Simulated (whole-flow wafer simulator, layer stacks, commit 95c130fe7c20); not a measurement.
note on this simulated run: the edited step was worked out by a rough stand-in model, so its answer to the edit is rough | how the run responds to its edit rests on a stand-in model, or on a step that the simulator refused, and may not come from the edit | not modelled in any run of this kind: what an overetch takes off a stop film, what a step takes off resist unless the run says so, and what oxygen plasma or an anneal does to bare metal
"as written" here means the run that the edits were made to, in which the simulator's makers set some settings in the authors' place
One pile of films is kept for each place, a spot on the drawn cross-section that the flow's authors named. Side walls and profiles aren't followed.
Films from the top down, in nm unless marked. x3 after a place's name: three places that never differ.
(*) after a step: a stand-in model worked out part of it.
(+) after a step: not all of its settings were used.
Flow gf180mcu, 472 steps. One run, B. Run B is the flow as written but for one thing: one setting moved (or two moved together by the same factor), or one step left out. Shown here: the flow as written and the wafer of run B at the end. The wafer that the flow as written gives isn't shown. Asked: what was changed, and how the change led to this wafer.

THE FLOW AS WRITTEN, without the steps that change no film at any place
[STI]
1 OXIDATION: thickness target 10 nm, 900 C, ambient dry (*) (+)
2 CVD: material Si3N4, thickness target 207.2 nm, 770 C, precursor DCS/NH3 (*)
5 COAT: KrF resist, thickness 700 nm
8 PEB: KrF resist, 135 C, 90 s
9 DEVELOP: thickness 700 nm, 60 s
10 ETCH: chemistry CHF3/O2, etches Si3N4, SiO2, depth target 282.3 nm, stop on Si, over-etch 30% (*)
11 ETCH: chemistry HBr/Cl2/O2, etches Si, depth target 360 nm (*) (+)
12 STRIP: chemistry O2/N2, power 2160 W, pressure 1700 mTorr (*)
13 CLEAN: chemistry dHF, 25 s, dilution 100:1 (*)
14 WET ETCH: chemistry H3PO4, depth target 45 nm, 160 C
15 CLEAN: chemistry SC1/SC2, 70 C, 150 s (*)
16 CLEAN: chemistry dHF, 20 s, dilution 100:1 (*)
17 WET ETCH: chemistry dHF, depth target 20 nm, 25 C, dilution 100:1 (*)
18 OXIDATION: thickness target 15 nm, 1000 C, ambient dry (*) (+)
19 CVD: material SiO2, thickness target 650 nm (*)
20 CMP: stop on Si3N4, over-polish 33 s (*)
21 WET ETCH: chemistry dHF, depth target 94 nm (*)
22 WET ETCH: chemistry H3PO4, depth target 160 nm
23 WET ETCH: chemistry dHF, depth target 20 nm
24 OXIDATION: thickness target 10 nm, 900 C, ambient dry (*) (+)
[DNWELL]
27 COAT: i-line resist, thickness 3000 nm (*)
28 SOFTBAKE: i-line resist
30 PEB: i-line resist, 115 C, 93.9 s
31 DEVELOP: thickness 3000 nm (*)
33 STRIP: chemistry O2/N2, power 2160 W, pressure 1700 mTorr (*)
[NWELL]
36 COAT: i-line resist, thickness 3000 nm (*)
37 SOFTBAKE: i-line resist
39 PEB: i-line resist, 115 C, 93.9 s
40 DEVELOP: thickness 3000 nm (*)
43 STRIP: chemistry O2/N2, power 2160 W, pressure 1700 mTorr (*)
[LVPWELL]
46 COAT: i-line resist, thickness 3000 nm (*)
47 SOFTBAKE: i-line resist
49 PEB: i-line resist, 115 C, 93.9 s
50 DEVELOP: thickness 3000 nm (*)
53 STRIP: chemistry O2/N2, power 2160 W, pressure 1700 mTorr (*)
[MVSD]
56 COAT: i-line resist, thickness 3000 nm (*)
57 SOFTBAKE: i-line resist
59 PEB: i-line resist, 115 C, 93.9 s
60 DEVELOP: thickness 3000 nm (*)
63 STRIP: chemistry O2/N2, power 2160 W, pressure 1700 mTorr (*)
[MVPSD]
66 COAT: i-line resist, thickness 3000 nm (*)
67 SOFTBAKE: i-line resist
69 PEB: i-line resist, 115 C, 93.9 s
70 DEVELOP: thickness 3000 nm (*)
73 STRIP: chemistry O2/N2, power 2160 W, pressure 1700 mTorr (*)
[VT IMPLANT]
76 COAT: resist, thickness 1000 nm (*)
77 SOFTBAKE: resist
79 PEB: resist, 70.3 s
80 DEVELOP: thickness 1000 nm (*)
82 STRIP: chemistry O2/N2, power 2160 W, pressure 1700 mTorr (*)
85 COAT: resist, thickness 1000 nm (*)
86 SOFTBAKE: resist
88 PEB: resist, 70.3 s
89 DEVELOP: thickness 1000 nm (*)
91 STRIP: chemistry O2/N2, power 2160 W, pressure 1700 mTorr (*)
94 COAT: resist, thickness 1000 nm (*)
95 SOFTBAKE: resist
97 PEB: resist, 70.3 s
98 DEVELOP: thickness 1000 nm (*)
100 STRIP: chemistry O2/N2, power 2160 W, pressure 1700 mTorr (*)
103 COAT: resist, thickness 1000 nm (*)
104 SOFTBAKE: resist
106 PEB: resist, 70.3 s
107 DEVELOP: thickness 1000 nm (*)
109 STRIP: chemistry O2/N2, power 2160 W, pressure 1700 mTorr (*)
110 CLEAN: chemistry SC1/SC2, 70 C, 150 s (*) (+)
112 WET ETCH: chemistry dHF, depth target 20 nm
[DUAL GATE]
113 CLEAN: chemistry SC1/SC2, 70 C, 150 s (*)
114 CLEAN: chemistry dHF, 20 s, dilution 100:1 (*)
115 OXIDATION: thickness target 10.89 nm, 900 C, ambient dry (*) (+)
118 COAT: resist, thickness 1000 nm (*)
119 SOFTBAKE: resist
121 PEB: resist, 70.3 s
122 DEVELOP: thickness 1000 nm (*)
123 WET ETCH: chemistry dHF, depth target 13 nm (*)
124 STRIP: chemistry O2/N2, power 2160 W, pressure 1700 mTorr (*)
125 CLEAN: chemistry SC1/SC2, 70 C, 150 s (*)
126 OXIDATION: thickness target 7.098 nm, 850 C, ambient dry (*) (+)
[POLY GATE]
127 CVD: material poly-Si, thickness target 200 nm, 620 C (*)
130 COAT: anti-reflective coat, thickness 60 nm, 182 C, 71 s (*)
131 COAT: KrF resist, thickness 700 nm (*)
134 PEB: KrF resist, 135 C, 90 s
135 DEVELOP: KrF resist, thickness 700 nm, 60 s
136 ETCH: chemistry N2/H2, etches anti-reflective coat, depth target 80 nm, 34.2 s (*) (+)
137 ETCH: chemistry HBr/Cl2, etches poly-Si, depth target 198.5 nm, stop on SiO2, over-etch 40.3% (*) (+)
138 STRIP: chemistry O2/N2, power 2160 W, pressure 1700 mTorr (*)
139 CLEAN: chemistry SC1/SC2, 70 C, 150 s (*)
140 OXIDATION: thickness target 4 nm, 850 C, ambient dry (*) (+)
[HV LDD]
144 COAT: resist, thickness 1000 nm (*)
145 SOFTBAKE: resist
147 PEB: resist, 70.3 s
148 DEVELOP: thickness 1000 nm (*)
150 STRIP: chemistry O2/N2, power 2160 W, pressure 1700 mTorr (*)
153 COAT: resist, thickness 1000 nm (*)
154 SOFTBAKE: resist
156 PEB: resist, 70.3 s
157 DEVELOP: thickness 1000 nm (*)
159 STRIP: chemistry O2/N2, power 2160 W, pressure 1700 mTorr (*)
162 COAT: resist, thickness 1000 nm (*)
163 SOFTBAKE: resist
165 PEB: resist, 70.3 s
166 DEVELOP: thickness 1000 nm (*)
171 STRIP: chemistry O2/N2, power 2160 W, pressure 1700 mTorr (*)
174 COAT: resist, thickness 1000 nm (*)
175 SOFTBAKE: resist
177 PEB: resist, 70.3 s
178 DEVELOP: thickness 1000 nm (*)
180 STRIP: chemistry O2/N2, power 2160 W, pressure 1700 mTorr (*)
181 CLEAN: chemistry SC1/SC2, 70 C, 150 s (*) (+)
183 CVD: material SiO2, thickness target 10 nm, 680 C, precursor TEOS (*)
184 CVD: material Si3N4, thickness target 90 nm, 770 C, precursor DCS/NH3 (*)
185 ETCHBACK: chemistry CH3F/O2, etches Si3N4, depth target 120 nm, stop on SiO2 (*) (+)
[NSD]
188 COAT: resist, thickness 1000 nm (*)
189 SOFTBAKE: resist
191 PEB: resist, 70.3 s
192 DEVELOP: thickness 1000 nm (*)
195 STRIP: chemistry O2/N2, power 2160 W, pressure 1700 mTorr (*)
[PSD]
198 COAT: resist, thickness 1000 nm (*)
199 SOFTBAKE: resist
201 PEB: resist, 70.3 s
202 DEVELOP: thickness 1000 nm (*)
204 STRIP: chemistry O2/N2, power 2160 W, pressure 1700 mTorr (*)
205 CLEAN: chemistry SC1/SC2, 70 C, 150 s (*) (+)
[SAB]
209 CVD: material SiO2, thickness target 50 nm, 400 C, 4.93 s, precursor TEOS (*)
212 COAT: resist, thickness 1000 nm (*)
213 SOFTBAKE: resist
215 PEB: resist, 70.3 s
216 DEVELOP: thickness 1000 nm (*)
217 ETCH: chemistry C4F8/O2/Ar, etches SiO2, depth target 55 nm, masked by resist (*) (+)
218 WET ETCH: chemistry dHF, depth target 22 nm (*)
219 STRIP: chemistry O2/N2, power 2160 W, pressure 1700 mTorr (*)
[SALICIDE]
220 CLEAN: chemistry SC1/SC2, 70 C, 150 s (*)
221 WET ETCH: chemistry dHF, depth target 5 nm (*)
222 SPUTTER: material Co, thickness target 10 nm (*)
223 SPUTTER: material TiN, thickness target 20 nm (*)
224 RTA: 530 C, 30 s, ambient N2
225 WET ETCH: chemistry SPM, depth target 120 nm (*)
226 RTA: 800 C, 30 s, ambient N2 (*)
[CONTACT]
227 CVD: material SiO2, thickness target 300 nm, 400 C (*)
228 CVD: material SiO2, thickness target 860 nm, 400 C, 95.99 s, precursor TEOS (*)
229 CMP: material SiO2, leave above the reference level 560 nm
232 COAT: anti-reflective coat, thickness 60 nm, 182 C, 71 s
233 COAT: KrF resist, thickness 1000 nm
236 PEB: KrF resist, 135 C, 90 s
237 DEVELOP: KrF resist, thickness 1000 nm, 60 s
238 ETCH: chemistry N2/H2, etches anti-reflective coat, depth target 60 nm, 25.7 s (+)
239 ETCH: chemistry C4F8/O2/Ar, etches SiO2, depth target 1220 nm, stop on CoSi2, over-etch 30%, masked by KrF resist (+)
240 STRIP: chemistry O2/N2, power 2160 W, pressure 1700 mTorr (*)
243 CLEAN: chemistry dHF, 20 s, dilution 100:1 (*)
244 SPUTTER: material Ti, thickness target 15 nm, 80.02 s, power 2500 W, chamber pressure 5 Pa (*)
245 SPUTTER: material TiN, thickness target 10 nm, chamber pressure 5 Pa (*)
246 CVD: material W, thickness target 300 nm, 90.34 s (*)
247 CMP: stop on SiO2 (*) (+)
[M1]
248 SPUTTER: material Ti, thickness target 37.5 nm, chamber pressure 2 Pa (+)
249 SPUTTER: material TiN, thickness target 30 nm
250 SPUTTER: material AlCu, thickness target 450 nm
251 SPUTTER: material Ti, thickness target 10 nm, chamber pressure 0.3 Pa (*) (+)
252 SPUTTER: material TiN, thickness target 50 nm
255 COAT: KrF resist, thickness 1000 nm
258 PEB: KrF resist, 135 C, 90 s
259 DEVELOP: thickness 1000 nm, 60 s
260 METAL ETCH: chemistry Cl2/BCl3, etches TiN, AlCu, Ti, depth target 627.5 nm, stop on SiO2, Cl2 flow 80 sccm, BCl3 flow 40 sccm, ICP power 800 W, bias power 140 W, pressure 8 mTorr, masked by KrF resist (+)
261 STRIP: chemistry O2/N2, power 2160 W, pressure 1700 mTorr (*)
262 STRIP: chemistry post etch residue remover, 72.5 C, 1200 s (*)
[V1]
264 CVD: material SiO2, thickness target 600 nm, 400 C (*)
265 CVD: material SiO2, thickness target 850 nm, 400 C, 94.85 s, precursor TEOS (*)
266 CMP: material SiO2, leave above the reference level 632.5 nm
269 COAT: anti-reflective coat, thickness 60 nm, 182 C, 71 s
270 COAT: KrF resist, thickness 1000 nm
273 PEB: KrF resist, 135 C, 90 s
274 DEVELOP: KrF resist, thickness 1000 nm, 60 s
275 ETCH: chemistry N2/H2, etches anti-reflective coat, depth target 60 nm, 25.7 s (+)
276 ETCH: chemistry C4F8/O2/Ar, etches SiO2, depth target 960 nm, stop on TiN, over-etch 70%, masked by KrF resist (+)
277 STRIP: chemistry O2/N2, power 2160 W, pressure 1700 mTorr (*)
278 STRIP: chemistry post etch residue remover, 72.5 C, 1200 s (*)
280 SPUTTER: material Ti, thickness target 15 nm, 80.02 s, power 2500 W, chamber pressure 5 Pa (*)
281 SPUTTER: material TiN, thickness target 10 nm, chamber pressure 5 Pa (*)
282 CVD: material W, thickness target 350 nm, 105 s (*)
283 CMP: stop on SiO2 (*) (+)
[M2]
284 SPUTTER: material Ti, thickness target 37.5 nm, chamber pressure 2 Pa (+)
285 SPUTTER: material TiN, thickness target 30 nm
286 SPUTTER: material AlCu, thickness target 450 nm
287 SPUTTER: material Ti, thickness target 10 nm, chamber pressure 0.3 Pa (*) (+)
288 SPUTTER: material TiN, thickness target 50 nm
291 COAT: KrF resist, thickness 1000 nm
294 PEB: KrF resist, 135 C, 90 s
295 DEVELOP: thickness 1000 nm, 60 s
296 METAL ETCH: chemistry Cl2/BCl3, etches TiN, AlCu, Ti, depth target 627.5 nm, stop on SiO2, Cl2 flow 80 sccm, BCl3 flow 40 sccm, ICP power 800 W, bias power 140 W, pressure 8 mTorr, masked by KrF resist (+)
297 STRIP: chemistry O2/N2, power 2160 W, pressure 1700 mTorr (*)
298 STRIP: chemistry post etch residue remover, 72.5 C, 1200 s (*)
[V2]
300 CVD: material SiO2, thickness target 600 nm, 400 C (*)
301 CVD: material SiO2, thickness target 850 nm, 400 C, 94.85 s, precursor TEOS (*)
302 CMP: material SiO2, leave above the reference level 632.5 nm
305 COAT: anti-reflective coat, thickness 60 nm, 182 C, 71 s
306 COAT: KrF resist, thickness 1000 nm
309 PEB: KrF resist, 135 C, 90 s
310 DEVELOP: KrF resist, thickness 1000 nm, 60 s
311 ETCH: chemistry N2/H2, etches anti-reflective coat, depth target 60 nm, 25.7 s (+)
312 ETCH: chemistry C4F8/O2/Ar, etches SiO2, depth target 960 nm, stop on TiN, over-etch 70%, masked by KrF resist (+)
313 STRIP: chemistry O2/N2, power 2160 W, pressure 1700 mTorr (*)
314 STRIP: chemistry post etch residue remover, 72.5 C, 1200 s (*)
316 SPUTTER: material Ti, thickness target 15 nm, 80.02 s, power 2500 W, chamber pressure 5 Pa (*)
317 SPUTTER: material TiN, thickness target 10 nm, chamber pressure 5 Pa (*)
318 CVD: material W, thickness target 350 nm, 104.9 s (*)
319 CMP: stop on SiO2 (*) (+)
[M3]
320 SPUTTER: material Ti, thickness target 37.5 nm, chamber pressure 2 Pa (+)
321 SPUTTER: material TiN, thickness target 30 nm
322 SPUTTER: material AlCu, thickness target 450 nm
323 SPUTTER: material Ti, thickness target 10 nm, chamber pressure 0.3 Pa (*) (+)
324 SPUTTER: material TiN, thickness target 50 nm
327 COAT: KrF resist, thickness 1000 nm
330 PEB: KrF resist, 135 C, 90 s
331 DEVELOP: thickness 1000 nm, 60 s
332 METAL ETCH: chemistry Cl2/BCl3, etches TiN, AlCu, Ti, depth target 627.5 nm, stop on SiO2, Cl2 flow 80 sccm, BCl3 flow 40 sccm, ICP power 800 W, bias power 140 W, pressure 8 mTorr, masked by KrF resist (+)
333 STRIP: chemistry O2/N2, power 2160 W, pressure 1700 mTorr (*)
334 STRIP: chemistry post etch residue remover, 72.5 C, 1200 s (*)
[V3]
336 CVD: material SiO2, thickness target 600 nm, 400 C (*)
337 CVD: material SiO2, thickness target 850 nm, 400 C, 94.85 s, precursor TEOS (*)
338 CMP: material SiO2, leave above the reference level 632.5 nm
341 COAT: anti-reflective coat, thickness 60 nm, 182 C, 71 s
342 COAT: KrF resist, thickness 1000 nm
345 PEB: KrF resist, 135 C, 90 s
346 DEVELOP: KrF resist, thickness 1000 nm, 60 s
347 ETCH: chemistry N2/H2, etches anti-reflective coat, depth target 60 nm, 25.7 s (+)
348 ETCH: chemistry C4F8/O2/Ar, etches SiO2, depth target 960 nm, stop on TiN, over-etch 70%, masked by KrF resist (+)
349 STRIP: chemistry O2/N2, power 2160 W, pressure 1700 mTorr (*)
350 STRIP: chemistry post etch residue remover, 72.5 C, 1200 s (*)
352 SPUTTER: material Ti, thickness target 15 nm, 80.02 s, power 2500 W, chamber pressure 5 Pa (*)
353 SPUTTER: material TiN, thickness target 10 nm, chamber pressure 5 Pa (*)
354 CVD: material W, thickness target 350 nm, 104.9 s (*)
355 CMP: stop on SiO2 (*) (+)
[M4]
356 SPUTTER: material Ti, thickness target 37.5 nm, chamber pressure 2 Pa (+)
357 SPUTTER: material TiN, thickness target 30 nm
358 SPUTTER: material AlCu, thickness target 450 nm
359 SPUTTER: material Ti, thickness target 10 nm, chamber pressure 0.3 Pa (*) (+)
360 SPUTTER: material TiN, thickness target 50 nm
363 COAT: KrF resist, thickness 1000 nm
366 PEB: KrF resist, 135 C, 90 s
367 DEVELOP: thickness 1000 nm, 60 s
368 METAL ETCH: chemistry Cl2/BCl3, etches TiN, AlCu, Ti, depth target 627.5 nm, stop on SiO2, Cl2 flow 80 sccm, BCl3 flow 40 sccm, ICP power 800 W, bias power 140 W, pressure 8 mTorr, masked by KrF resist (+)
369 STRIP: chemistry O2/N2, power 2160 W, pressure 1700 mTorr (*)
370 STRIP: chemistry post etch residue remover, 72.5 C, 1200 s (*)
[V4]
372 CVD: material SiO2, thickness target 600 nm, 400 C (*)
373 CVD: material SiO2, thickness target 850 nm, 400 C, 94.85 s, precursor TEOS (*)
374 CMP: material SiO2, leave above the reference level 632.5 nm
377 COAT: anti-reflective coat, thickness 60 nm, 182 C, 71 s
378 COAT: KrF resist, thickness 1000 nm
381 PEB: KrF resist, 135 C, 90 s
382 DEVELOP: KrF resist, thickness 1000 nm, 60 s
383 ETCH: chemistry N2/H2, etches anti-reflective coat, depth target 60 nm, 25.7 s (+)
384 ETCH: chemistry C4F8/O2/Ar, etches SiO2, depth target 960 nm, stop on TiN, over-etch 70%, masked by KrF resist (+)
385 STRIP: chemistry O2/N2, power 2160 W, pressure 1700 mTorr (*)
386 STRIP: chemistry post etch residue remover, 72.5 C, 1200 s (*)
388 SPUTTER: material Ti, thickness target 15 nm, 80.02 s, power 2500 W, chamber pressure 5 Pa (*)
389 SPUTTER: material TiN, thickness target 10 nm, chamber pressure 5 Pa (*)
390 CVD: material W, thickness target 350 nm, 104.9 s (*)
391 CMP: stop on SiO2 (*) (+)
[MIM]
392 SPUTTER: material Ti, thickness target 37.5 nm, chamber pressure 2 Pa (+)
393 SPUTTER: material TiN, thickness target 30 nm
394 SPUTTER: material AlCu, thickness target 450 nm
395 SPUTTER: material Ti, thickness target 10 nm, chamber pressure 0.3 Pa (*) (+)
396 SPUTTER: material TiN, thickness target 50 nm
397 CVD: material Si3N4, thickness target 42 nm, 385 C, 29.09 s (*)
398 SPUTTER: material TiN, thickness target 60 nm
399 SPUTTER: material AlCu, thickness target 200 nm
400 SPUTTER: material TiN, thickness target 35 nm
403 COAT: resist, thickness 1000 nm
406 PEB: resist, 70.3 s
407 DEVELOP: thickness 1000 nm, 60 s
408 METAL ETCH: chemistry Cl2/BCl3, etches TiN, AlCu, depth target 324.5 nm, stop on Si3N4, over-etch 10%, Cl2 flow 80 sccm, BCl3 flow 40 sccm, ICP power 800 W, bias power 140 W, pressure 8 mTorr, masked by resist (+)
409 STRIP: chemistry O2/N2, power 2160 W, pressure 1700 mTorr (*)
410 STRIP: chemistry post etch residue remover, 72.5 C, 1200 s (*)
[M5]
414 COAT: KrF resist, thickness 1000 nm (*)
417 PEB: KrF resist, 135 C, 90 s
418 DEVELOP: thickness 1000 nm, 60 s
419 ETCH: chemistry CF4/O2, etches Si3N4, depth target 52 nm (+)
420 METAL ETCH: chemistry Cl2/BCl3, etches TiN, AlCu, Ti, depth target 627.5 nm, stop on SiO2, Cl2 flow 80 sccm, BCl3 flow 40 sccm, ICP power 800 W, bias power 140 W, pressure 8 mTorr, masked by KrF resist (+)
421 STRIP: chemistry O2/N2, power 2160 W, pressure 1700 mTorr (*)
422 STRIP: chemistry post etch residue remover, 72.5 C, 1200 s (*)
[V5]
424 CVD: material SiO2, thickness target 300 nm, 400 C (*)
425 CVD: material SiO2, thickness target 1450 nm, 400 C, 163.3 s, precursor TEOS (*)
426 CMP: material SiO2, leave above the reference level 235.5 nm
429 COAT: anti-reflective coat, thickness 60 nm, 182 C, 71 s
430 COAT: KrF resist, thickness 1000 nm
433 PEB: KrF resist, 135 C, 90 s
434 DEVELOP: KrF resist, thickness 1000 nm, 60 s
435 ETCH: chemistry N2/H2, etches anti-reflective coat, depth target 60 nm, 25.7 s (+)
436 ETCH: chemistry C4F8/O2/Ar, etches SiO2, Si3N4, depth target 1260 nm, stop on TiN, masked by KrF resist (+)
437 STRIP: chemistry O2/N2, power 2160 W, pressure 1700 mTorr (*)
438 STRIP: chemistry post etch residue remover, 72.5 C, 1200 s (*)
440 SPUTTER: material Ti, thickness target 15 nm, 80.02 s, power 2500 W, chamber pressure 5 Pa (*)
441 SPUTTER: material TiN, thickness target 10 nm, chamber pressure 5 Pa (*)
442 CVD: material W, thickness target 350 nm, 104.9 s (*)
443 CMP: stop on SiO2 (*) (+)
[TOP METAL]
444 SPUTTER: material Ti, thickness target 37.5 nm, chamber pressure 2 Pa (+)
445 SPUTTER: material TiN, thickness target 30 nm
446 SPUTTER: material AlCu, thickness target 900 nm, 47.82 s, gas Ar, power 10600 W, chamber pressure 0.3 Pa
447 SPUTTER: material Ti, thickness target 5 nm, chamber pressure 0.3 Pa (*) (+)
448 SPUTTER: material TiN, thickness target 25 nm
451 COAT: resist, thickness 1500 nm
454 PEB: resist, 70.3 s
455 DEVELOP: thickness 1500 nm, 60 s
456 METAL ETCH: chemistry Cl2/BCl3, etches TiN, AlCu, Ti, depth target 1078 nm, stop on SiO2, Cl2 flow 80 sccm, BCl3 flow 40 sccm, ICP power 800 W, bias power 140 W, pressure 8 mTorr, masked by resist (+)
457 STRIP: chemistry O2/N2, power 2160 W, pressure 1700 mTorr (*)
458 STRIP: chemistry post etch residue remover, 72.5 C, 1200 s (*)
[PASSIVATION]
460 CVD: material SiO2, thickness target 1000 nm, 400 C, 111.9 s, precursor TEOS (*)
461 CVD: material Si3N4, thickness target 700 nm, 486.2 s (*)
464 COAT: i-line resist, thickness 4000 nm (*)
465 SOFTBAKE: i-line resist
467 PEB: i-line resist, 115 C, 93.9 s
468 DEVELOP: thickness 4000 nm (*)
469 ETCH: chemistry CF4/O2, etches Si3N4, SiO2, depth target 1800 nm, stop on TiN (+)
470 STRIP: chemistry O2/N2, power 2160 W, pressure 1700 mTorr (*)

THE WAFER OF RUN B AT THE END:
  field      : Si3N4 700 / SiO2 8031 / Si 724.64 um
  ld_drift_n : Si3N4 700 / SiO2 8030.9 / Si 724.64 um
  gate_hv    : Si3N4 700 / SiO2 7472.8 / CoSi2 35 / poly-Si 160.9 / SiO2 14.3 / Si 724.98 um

The cause: step 460, CVD: thickness target 800 nm was run, where the flow has thickness target 1000 nm; step 460, CVD: 89.56 s was run, where the flow has 111.9 s.

How the change led to this, step by step:
  460 CVD: material SiO2, thickness target 1000 nm, 400 C, 111.9 s, precursor TEOS (*)
      field, field__w1, field__w2 and 103 more: SiO2 +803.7 (as written it would be: SiO2 +1000)
      field__w8, contact, m1, m1__w1, pad, m1_nw: SiO2 +803.7 (new film) (as written it would be: SiO2 +1000 (new film))
  465 SOFTBAKE: i-line resist
      gate: i-line resist -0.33 (as written it would be: i-line resist +1.79)
      ld_acc_p, ld_fp_p, ld_drift_p: i-line resist +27 (as written it would be: i-line resist +33.8)
      (and at 57 more places)
  469 ETCH: chemistry CF4/O2, etches Si3N4, SiO2, depth target 1800 nm, stop on TiN (+)
      pad: Si3N4 -700 (all of it), SiO2 -803.7 (all of it) (as written it would be: Si3N4 -700 (all of it), SiO2 -1000 (all of it))
